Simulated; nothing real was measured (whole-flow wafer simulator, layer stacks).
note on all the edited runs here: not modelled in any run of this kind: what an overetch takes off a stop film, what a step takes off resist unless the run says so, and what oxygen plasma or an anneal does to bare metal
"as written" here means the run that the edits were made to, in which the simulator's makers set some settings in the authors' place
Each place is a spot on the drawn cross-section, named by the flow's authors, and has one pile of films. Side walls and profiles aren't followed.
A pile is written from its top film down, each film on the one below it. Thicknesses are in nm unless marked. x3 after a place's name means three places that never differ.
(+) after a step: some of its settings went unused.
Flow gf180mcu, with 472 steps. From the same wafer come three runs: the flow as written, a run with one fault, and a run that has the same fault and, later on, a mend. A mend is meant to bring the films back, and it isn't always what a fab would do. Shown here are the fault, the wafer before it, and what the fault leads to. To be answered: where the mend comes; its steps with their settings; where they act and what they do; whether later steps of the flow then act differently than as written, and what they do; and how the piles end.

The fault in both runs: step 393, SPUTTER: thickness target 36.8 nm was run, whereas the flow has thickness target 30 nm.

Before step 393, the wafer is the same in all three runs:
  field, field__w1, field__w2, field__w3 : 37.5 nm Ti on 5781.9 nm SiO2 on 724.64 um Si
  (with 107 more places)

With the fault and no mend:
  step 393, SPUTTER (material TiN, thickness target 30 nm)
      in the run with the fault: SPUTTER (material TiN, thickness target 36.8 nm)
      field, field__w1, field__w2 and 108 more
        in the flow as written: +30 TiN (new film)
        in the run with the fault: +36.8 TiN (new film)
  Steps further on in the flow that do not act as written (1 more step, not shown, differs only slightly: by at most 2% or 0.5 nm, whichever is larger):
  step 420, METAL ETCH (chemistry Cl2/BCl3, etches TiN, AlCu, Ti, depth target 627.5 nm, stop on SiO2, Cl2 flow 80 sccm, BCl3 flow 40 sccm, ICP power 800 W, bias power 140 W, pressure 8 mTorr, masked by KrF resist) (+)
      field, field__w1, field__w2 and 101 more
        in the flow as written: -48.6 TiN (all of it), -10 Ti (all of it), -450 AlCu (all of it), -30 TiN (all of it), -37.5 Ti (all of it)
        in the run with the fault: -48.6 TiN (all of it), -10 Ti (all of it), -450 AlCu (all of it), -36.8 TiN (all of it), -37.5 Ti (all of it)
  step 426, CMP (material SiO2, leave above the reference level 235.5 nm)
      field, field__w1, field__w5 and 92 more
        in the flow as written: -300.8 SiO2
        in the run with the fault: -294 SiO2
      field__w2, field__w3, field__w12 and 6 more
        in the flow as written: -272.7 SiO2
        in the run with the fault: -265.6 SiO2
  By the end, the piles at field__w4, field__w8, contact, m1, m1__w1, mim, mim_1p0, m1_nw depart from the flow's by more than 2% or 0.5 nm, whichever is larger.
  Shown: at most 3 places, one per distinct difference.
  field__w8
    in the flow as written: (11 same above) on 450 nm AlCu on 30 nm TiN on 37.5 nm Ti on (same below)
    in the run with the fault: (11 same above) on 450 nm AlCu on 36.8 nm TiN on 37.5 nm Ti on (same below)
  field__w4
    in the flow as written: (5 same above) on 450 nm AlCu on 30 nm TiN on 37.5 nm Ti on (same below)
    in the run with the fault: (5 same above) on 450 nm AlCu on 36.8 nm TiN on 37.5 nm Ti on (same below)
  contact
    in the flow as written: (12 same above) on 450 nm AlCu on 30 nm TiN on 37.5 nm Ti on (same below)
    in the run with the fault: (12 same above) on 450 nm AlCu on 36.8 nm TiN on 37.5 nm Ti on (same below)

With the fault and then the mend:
  After step 393 comes the mend.
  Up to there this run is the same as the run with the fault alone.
  step 393a, METAL ETCH (chemistry Cl2/BCl3, etches TiN, AlCu, Ti, depth target 6.8 nm, Cl2 flow 80 sccm, BCl3 flow 40 sccm, ICP power 800 W, bias power 140 W, pressure 8 mTorr) (the flow's step 260, run once more with other settings)
      field, field__w1, field__w2 and 108 more
        -6.8 TiN
  Later steps of the flow that are run all act as written at every place that is followed.
  At every place that both follow, the piles at the end match the flow's.
